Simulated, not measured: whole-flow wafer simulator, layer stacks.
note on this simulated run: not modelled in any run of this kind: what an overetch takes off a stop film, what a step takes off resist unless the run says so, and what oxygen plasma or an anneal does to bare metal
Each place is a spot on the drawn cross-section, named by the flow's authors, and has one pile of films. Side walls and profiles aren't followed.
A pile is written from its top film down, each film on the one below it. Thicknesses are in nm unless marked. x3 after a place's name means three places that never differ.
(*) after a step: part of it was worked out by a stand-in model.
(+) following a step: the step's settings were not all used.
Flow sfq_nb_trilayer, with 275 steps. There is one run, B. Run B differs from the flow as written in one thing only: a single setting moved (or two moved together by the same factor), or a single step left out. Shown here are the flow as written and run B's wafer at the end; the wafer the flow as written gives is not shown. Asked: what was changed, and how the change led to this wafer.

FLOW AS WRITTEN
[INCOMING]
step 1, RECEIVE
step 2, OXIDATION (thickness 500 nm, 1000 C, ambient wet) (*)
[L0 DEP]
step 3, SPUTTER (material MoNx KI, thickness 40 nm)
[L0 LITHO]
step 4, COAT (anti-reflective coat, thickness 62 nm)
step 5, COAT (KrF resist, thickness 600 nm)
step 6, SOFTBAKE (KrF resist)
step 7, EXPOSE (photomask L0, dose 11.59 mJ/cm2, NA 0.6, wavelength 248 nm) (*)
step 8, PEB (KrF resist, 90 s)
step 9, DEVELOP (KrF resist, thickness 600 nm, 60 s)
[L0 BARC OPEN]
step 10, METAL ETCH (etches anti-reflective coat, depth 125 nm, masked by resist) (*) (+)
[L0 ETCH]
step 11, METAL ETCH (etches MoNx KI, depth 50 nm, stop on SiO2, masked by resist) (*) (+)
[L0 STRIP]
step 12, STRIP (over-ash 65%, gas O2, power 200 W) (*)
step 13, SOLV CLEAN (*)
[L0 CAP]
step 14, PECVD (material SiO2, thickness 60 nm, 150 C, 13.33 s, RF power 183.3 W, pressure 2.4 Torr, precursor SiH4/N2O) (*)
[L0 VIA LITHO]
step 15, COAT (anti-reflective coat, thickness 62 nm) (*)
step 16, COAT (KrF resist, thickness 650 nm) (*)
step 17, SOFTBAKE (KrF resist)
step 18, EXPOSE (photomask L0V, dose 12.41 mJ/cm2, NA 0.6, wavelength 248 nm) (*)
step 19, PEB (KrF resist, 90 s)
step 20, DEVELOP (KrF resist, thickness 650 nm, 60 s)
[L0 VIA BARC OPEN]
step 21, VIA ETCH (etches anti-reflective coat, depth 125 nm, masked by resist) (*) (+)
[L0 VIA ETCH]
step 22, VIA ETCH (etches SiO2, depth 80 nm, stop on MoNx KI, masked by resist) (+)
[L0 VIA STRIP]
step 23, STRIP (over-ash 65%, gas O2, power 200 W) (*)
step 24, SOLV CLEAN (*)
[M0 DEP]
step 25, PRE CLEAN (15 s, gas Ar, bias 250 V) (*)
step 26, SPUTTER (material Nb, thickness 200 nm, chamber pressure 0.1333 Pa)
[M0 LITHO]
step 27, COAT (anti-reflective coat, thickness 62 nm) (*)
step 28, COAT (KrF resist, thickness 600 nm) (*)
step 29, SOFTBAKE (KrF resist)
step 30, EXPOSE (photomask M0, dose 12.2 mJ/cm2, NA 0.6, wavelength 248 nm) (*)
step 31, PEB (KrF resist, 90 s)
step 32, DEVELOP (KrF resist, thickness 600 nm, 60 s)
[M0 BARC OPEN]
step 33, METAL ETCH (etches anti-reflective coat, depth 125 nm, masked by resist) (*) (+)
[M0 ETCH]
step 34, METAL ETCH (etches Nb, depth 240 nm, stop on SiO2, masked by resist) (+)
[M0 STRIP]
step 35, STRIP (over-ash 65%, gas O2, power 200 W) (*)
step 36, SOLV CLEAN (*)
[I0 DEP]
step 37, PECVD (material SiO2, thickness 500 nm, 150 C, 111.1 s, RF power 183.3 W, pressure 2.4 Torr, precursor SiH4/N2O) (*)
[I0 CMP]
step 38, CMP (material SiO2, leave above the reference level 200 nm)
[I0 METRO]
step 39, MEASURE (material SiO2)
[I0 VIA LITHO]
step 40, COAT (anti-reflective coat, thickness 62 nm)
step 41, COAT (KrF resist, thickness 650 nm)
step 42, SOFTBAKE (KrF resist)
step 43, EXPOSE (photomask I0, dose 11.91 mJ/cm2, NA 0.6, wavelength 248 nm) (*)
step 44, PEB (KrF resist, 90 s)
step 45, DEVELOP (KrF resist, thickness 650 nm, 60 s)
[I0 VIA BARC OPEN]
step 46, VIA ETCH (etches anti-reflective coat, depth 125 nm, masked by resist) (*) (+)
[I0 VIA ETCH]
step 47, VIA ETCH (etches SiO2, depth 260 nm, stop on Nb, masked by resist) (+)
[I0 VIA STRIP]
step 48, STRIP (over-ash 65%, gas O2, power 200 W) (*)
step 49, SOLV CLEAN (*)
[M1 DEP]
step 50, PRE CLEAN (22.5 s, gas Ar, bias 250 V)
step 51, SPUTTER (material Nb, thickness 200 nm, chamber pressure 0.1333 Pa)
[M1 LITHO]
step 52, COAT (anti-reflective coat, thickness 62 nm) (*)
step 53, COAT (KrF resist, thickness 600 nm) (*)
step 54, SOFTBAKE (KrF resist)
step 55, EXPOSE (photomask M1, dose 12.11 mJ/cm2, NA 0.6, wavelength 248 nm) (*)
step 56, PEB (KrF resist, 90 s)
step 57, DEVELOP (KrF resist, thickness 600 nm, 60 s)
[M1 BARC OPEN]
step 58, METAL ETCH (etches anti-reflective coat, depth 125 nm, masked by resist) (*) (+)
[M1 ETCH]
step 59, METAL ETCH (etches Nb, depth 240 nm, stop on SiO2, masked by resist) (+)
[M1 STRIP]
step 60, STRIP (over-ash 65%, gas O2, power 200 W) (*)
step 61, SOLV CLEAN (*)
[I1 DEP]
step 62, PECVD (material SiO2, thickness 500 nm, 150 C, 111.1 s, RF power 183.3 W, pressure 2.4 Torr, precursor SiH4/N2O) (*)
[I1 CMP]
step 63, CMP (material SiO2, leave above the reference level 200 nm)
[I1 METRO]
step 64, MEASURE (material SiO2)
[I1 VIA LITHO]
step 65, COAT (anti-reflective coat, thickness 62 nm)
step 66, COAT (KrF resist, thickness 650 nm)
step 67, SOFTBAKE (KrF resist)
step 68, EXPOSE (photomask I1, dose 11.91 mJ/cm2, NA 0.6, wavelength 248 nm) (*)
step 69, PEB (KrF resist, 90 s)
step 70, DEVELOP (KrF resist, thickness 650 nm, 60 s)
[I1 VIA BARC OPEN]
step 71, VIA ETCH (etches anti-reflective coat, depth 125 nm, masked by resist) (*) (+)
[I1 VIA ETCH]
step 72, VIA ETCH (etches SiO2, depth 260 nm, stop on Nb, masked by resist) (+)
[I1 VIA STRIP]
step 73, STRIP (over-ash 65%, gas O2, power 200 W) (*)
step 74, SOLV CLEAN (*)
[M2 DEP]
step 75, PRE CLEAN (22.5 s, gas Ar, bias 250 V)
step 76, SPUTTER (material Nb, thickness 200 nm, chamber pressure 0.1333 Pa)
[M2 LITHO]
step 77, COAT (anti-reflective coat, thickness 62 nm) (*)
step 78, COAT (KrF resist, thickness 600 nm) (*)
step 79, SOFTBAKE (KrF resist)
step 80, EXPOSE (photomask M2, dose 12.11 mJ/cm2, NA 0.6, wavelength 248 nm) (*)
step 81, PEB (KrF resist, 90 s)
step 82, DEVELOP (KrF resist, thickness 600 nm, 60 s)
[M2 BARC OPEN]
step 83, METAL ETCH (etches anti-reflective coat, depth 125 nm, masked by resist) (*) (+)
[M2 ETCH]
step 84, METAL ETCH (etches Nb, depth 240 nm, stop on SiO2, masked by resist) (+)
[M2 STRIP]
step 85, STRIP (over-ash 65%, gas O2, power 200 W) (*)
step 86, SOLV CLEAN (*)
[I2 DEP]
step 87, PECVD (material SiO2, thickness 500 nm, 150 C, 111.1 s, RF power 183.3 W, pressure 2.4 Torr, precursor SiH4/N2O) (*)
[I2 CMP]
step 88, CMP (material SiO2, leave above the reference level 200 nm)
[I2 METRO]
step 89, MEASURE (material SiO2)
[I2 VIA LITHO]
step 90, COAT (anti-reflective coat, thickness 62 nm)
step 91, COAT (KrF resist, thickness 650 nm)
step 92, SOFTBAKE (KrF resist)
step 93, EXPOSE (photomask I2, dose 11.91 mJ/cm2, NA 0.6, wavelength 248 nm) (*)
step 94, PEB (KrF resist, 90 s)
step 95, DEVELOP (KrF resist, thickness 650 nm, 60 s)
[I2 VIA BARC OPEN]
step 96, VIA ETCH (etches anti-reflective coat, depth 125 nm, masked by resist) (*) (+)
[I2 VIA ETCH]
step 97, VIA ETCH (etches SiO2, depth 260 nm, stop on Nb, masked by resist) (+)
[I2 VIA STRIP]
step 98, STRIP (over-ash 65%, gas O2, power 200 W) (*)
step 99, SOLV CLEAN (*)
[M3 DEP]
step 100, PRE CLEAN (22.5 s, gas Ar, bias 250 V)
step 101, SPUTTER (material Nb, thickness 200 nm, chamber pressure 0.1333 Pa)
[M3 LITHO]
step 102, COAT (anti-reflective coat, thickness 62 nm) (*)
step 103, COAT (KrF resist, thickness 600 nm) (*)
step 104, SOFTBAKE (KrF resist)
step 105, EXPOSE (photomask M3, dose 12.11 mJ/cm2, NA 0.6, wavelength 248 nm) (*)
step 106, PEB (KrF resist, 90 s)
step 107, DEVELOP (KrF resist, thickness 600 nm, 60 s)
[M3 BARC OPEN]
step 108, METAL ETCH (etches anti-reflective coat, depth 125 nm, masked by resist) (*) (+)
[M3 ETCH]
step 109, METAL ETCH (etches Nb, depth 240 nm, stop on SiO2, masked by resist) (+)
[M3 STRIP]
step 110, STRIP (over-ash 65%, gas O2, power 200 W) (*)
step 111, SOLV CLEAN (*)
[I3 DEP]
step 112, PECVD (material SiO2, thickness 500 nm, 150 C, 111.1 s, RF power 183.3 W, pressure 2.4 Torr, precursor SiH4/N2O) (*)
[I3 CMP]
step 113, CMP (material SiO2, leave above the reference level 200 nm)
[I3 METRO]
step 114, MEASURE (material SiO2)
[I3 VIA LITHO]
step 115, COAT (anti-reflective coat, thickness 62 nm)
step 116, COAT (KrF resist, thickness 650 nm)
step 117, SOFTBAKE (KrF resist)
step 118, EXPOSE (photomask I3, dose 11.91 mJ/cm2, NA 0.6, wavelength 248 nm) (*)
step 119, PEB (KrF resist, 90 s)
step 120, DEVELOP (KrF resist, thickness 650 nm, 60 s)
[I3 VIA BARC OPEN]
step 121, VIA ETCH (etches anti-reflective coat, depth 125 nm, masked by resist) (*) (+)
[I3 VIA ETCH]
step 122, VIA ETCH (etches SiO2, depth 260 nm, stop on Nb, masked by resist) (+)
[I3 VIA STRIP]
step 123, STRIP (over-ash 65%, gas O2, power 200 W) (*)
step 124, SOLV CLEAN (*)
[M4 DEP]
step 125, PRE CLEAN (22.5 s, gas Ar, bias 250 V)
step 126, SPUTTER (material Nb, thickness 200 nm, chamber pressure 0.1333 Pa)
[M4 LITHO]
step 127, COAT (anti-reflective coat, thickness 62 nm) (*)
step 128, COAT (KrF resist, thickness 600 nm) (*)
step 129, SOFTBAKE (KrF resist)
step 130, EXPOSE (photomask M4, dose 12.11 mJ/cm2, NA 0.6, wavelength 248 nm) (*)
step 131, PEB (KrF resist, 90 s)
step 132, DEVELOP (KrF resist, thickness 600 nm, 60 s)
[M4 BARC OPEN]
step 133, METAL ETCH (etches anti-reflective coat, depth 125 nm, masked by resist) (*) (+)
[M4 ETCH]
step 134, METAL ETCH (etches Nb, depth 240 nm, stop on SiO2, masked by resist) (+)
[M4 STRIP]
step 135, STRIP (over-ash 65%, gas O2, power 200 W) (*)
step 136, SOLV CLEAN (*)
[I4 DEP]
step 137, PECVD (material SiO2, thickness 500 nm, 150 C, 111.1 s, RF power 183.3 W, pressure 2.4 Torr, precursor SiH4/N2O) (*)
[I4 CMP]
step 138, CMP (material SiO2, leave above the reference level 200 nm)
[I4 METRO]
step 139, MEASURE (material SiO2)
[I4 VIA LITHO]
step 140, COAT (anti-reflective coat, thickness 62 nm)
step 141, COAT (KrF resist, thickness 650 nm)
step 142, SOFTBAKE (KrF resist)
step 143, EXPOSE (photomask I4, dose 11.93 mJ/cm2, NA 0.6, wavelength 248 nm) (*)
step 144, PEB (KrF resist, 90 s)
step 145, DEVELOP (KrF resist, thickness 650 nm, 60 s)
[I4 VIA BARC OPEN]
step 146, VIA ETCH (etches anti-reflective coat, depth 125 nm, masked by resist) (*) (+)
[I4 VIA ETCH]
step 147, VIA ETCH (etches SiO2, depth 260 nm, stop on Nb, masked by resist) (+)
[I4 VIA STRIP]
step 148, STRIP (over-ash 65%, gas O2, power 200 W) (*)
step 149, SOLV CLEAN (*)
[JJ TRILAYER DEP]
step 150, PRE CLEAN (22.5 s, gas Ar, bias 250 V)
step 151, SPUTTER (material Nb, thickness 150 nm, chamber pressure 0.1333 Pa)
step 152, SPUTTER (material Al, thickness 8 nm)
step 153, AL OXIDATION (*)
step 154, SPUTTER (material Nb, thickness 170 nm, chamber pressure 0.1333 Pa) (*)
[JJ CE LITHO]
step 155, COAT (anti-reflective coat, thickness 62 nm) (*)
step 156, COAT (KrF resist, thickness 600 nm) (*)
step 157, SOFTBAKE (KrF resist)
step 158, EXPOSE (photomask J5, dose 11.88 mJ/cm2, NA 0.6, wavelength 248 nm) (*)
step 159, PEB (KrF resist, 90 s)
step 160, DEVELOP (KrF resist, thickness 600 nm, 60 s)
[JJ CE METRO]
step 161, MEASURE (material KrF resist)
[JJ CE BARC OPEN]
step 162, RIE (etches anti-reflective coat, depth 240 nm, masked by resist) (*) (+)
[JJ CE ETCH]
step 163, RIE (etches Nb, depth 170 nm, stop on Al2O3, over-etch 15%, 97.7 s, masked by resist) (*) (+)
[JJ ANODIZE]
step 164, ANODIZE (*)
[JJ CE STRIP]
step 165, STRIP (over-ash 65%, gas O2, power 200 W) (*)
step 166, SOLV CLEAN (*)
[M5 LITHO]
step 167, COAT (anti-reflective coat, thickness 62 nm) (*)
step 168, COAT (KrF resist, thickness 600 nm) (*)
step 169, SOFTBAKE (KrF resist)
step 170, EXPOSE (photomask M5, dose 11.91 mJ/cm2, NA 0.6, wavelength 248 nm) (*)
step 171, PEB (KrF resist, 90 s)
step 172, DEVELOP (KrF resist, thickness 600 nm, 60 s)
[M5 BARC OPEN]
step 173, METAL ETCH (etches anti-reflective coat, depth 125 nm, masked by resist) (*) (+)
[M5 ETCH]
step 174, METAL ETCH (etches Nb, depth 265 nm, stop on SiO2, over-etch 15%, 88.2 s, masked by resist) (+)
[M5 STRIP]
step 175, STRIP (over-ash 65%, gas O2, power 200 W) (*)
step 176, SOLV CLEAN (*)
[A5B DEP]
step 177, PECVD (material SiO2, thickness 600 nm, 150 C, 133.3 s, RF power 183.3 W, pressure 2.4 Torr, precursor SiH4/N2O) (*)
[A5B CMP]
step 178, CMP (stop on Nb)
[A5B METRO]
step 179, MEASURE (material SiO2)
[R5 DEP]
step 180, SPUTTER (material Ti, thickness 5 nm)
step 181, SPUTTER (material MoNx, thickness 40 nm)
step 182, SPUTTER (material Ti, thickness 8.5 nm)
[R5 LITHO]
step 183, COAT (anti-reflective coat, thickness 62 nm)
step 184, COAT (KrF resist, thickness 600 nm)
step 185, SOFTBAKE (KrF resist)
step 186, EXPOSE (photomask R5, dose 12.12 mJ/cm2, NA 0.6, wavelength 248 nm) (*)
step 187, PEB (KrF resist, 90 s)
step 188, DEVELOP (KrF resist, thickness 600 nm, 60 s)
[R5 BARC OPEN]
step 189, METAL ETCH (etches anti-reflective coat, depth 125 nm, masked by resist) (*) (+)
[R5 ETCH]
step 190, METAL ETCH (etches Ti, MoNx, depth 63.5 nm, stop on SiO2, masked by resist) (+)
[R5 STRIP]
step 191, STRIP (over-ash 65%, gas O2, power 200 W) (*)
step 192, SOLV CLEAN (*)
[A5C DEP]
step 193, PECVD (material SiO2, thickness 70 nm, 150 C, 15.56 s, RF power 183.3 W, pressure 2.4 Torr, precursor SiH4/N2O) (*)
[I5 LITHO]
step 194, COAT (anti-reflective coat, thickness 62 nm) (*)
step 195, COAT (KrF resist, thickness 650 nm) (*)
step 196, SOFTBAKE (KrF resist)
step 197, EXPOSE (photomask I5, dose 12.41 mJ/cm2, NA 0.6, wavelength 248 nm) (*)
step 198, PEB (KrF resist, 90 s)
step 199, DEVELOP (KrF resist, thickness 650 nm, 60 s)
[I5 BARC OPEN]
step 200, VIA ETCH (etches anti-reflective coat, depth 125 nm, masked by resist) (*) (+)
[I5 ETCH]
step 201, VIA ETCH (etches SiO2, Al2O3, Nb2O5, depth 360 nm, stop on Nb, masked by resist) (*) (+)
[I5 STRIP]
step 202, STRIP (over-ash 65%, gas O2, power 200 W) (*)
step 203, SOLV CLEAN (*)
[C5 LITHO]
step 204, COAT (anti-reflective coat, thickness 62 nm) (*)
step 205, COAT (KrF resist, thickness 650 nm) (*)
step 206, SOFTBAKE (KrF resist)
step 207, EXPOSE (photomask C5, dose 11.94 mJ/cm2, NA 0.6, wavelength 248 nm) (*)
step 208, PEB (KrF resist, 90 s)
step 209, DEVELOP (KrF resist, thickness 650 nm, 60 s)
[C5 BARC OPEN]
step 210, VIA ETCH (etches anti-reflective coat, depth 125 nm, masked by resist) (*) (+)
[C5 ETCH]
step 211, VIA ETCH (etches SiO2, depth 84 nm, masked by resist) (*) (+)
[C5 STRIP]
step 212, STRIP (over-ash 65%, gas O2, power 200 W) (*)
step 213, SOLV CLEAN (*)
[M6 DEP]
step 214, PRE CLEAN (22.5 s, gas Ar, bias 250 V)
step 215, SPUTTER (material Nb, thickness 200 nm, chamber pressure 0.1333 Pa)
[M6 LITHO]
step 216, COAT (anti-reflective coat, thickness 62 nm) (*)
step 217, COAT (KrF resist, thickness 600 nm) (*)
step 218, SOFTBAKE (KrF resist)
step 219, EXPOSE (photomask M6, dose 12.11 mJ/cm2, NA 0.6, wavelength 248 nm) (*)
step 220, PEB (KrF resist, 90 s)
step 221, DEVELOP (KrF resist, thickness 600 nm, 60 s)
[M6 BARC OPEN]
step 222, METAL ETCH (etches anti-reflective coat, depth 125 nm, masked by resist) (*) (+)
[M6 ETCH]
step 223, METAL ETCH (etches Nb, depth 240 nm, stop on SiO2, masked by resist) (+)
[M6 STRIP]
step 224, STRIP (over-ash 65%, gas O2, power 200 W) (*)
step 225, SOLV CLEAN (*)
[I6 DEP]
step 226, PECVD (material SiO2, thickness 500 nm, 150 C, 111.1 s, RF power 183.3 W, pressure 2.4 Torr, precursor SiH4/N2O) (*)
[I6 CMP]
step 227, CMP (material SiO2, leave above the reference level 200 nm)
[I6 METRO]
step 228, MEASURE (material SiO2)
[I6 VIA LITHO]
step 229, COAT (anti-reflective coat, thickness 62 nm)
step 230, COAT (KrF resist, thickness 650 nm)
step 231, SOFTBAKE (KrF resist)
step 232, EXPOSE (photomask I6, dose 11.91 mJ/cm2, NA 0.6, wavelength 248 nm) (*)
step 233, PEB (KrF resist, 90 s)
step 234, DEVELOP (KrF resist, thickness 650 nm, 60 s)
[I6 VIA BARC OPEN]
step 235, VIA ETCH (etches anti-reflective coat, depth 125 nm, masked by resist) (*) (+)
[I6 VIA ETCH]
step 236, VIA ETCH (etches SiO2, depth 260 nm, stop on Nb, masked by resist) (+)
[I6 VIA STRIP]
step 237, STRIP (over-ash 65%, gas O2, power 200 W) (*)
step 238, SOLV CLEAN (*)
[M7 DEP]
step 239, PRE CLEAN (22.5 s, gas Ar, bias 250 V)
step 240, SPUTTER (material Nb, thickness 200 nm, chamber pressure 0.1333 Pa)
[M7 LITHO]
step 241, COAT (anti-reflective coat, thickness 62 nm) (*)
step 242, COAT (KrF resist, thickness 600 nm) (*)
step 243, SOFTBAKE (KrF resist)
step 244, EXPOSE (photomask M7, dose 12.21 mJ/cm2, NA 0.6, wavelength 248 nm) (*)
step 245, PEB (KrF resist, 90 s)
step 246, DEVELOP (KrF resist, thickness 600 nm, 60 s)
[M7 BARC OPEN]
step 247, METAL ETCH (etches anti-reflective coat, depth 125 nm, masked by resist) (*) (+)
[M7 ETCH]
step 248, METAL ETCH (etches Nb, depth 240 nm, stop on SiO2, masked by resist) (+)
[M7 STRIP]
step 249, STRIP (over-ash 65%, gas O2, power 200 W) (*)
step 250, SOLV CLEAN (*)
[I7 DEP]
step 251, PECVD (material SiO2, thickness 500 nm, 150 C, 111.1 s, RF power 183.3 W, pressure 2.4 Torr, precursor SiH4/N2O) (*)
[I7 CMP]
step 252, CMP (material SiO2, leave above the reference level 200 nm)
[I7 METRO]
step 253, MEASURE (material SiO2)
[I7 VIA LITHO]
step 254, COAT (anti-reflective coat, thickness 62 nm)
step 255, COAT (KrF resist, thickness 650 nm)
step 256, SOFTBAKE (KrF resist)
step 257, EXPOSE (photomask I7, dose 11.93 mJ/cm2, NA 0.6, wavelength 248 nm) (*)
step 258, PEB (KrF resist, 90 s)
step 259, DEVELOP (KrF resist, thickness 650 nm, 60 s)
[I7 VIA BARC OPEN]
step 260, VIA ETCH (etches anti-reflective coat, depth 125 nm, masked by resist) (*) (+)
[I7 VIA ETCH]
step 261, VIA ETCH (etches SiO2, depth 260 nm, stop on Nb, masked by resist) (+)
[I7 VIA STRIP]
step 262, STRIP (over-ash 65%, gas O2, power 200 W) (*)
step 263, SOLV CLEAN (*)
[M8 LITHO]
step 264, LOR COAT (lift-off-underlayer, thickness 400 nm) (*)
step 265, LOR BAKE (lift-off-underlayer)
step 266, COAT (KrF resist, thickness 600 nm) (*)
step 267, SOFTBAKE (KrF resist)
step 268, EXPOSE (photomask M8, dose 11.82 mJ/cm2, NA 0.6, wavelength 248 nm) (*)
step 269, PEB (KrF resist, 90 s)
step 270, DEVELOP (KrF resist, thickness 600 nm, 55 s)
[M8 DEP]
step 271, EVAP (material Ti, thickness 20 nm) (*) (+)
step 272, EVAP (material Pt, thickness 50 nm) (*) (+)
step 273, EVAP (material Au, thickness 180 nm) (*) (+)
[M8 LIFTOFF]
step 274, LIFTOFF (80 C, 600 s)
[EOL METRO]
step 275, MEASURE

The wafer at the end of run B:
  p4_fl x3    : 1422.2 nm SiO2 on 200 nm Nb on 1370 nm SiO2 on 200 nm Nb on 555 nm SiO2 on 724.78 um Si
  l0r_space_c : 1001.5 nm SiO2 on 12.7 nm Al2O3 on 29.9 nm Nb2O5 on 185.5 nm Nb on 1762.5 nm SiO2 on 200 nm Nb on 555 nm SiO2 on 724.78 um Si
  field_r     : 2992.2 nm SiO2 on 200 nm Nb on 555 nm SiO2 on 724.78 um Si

What caused this: step 151, SPUTTER: thickness 196.3 nm was run, while the flow as written has thickness 150 nm.

Step by step, how the change led to this:
  step 151, SPUTTER (material Nb, thickness 150 nm, chamber pressure 0.1333 Pa)
      field_l, v_sur, via_sp and 100 more: Nb gains 196.3 (new film) (it would be, as written: Nb gains 150 (new film))
      via_wl, via_w, via_wr: Nb gains 171.1 (it would be, as written: Nb gains 130.4)
  step 155, COAT (anti-reflective coat, thickness 62 nm) (*)
      via_wl, via_wr: anti-reflective coat gains 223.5 (new film) (it would be, as written: anti-reflective coat gains 209.4 (new film))
      via_w: anti-reflective coat gains 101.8 (new film) (it would be, as written: anti-reflective coat gains 97.4 (new film))
  step 162, RIE (etches anti-reflective coat, depth 240 nm, masked by resist) (*) (+)
      ce_l, c5j, ce_r, wl_jj: KrF resist loses 223.5 (it would be, as written: KrF resist loses 209.4)
      via_wl, via_wr: anti-reflective coat loses 223.5 (all of it) (it would be, as written: anti-reflective coat loses 209.4 (all of it))
      (also at 1 further place)
  step 164, ANODIZE (*)
      via_wl, via_wr: Al2O3 gains 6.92 (new film), Nb2O5 gains 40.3 (new film), Al loses 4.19 (all of it), Nb loses 14.5 (it would be, as written: Al2O3 gains 7.52 (new film), Nb2O5 gains 39.2 (new film), Al loses 4.56 (all of it), Nb loses 14.1)
  step 165, STRIP (over-ash 65%, gas O2, power 200 W) (*)
      ce_l: KrF resist loses 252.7 (all of it), anti-reflective coat loses 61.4 (all of it) (it would be, as written: KrF resist loses 266.8 (all of it), anti-reflective coat loses 61.4 (all of it))
      c5j: KrF resist loses 252.7 (all of it), anti-reflective coat loses 61.5 (all of it) (it would be, as written: KrF resist loses 266.9 (all of it), anti-reflective coat loses 61.5 (all of it))
      (also at 2 further places)
  step 167, COAT (anti-reflective coat, thickness 62 nm) (*)
      v_sur: anti-reflective coat gains 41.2 (new film) (it would be, as written: anti-reflective coat gains 44.9 (new film))
      via_wl: anti-reflective coat gains 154 (new film) (it would be, as written: anti-reflective coat gains 170.5 (new film))
      (also at 3 further places)
  step 168, COAT (KrF resist, thickness 600 nm) (*)
      via_wl: KrF resist gains 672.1 (new film) (it would be, as written: KrF resist gains 656 (new film))
      via_wr: KrF resist gains 672.9 (new film) (it would be, as written: KrF resist gains 656.6 (new film))
  step 174, METAL ETCH (etches Nb, depth 265 nm, stop on SiO2, over-etch 15%, 88.2 s, masked by resist) (+)
      field_l, r_sur, res and 49 more: Al2O3 loses 12.6 (all of it), Nb2O5 loses 29.9 (all of it), Nb loses 185.5 (all of it), SiO2 loses 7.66 (it would be, as written: Al2O3 loses 12.6 (all of it), Nb2O5 loses 29.9 (all of it), Nb loses 139.2 (all of it), SiO2 loses 12.3)
      wl_a_sl: Al2O3 loses 12.6 (all of it), Nb2O5 loses 29.9 (all of it), Nb loses 185.5 (all of it), SiO2 loses 7.67 (it would be, as written: Al2O3 loses 12.6 (all of it), Nb2O5 loses 29.9 (all of it), Nb loses 139.2 (all of it), SiO2 loses 12.3)
  step 175, STRIP (over-ash 65%, gas O2, power 200 W) (*)
      v_sur: KrF resist loses 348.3 (all of it), anti-reflective coat loses 41.2 (all of it) (it would be, as written: KrF resist loses 349.2 (all of it), anti-reflective coat loses 44.9 (all of it))
      via_wl: KrF resist loses 443.1 (all of it), anti-reflective coat loses 154 (all of it) (it would be, as written: KrF resist loses 427 (all of it), anti-reflective coat loses 170.5 (all of it))
      (also at 3 further places)
  step 178, CMP (stop on Nb)
      field_l, p4_fl x3, p4_w1 x9 and 29 more: SiO2 loses 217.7 (it would be, as written: SiO2 loses 259.3)
      r_sur, res, r_end, moat, field_r, lsp_l: SiO2 loses 209.1 (it would be, as written: SiO2 loses 252.3)
      (also at 8 further places)
